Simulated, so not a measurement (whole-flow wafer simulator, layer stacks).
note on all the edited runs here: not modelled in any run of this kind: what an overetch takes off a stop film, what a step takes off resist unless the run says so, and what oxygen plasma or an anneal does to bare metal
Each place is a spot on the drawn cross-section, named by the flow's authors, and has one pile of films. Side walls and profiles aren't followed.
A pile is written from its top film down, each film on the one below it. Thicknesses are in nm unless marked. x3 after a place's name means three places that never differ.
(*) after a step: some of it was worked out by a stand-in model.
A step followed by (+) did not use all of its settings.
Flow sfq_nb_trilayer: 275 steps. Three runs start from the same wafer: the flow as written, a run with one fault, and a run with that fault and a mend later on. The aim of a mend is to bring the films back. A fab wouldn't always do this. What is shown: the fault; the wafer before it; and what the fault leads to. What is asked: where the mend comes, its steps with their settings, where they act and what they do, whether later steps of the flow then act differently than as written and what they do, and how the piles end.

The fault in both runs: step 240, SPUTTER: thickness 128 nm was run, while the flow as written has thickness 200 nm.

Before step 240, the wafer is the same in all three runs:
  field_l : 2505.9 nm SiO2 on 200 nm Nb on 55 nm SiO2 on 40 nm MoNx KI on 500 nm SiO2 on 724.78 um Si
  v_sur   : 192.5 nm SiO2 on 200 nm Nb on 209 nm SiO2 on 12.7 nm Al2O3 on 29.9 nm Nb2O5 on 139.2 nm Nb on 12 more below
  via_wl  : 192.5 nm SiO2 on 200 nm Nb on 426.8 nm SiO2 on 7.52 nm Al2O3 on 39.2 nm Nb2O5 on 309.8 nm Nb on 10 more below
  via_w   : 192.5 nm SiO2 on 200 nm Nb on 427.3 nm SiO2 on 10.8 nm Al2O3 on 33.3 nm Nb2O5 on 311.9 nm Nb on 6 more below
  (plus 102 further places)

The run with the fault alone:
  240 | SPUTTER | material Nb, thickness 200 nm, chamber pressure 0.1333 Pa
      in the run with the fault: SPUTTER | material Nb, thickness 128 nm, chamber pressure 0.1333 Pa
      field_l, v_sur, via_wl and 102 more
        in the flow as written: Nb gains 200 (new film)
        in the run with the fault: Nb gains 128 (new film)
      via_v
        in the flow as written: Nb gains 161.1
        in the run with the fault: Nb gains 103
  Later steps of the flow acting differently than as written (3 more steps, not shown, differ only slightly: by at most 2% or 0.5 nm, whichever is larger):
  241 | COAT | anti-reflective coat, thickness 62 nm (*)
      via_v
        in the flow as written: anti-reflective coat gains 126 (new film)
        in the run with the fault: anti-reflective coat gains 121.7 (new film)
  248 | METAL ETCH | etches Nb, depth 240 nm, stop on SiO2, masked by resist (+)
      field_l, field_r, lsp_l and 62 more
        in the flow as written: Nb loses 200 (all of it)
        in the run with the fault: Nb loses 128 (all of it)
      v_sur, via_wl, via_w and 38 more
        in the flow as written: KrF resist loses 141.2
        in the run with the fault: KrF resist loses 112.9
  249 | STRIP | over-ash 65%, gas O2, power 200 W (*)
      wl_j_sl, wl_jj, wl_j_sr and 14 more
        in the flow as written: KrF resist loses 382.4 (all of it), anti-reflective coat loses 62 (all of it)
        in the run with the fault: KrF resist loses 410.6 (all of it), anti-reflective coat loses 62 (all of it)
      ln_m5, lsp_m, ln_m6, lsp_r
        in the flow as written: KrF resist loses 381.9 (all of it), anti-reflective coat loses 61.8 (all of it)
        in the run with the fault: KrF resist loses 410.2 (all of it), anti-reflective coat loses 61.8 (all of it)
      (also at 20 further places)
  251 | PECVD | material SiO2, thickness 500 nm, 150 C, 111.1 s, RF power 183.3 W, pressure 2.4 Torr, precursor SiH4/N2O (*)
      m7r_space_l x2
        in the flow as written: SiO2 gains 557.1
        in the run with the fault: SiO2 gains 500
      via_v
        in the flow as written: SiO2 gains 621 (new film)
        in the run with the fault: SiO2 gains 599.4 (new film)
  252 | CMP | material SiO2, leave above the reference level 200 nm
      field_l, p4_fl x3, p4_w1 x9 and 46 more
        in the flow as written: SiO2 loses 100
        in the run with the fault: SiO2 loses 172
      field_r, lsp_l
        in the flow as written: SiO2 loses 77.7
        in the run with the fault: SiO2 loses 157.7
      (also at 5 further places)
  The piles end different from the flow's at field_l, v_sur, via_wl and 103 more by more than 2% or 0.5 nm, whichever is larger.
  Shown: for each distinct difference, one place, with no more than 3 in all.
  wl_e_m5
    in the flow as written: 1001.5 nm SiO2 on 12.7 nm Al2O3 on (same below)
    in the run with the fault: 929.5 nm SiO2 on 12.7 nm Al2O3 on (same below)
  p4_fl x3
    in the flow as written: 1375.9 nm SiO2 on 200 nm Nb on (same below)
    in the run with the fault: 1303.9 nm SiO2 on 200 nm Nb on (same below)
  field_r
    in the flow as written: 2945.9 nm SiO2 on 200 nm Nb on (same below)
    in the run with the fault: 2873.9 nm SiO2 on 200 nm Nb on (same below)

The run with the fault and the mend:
  After step 240 comes the mend.
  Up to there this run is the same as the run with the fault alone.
  240a | SPUTTER | material Nb, thickness 72 nm, chamber pressure 0.1333 Pa (the flow's step 240, run once more with other settings)
      field_l, v_sur, via_wl and 102 more
        Nb gains 72
      via_v
        Nb gains 54.6
  None of the later steps of the flow differs from how it acts as written, at any place that is followed, by more than 2% or 0.5 nm, whichever is larger.
  The piles end only slightly different from the flow's at the places that both follow, by no more than 2% or 0.5 nm, whichever is larger.
